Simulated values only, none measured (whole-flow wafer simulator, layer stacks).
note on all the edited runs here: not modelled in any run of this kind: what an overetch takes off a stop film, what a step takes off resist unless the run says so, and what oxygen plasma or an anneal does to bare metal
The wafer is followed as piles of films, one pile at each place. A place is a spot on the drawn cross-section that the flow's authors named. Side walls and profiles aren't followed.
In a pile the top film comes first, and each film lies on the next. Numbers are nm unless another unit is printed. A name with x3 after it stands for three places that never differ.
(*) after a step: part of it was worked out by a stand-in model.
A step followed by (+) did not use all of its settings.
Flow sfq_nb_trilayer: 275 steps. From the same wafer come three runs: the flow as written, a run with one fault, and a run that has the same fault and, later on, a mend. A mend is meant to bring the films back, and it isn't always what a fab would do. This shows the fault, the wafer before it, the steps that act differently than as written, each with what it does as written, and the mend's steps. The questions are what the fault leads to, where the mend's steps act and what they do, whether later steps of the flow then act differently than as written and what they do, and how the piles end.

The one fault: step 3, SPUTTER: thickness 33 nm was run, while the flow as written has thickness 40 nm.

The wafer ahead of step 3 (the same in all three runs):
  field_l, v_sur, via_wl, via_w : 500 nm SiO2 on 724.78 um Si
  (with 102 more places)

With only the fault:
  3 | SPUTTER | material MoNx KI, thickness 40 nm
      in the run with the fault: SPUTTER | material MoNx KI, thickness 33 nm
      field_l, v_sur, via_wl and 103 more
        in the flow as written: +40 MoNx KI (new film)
        in the run with the fault: +33 MoNx KI (new film)
  Steps further on in the flow that do not act as written (9 other steps are not shown; they differ only slightly, by no more than 2% or 0.5 nm, whichever is larger):
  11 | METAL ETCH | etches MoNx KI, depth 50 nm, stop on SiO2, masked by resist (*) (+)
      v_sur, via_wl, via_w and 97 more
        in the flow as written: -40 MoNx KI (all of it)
        in the run with the fault: -33 MoNx KI (all of it)
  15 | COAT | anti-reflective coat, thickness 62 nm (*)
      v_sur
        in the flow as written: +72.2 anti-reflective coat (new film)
        in the run with the fault: +70.5 anti-reflective coat (new film)
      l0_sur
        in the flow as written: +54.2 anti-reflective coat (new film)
        in the run with the fault: +55.4 anti-reflective coat (new film)
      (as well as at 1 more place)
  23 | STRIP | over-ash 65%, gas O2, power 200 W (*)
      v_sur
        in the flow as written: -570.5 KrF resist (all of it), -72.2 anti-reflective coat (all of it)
        in the run with the fault: -568.4 KrF resist (all of it), -70.5 anti-reflective coat (all of it)
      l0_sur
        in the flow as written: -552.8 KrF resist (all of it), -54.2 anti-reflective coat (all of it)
        in the run with the fault: -554.1 KrF resist (all of it), -55.4 anti-reflective coat (all of it)
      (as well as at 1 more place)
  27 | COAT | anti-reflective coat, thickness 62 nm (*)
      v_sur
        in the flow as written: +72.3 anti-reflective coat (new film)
        in the run with the fault: +70.6 anti-reflective coat (new film)
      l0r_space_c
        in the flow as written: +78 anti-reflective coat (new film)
        in the run with the fault: +75.1 anti-reflective coat (new film)
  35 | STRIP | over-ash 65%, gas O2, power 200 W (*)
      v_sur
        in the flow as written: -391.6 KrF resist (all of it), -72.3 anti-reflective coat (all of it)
        in the run with the fault: -389.9 KrF resist (all of it), -70.6 anti-reflective coat (all of it)
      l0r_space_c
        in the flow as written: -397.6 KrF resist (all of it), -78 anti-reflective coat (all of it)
        in the run with the fault: -394.9 KrF resist (all of it), -75.1 anti-reflective coat (all of it)
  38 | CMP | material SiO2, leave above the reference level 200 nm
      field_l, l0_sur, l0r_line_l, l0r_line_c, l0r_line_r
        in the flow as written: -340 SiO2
        in the run with the fault: -333 SiO2
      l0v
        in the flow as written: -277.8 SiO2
        in the run with the fault: -270.8 SiO2
  By the end, the piles at field_l, l0_sur, l0v, l0r_line_l, l0r_line_c, l0r_line_r depart from the flow's by more than 2% or 0.5 nm, whichever is larger.
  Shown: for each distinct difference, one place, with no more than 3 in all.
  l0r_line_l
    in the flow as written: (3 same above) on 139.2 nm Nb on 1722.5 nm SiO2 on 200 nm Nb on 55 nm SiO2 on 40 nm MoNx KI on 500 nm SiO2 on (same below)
    in the run with the fault: (3 same above) on 139.2 nm Nb on 1729.5 nm SiO2 on 200 nm Nb on 55 nm SiO2 on 33 nm MoNx KI on 500 nm SiO2 on (same below)
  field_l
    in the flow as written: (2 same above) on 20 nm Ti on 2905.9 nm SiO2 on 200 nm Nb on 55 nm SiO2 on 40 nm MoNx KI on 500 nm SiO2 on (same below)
    in the run with the fault: (2 same above) on 20 nm Ti on 2912.9 nm SiO2 on 200 nm Nb on 55 nm SiO2 on 33 nm MoNx KI on 500 nm SiO2 on (same below)
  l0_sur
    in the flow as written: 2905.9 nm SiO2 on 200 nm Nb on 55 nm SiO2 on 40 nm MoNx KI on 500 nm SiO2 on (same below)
    in the run with the fault: 2912.9 nm SiO2 on 200 nm Nb on 55 nm SiO2 on 33 nm MoNx KI on 500 nm SiO2 on (same below)

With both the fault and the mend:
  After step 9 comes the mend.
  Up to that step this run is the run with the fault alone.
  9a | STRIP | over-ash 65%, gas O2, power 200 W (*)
      v_sur, via_wl, via_w and 97 more
        -62 anti-reflective coat (all of it)
      field_l, l0_sur, l0v, l0r_line_l, l0r_line_c, l0r_line_r
        -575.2 KrF resist (all of it), -62 anti-reflective coat (all of it)
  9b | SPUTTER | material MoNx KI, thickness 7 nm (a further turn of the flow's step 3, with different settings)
      field_l, v_sur, via_wl and 103 more
        +7 MoNx KI
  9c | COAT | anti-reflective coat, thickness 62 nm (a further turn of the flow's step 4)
      field_l, v_sur, via_wl and 103 more
        +62 anti-reflective coat (new film)
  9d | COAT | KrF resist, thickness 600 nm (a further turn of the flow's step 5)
      field_l, v_sur, via_wl and 103 more
        +600 KrF resist (new film)
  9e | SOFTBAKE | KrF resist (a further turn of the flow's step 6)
      alters no film at any place that is followed
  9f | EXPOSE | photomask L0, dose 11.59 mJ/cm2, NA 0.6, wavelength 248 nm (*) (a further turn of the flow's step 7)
      alters no film at any place that is followed
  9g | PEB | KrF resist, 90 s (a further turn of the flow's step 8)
      field_l, v_sur, via_wl and 103 more
        -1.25 KrF resist
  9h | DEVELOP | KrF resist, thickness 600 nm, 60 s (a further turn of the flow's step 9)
      v_sur, via_wl, via_w and 97 more
        -598.7 KrF resist (all of it)
      field_l, l0_sur, l0v, l0r_line_l, l0r_line_c, l0r_line_r
        -23.5 KrF resist
  Later steps of the flow that are run all act as written at every place that is followed.
  At every place that both follow, the piles at the end match the flow's.
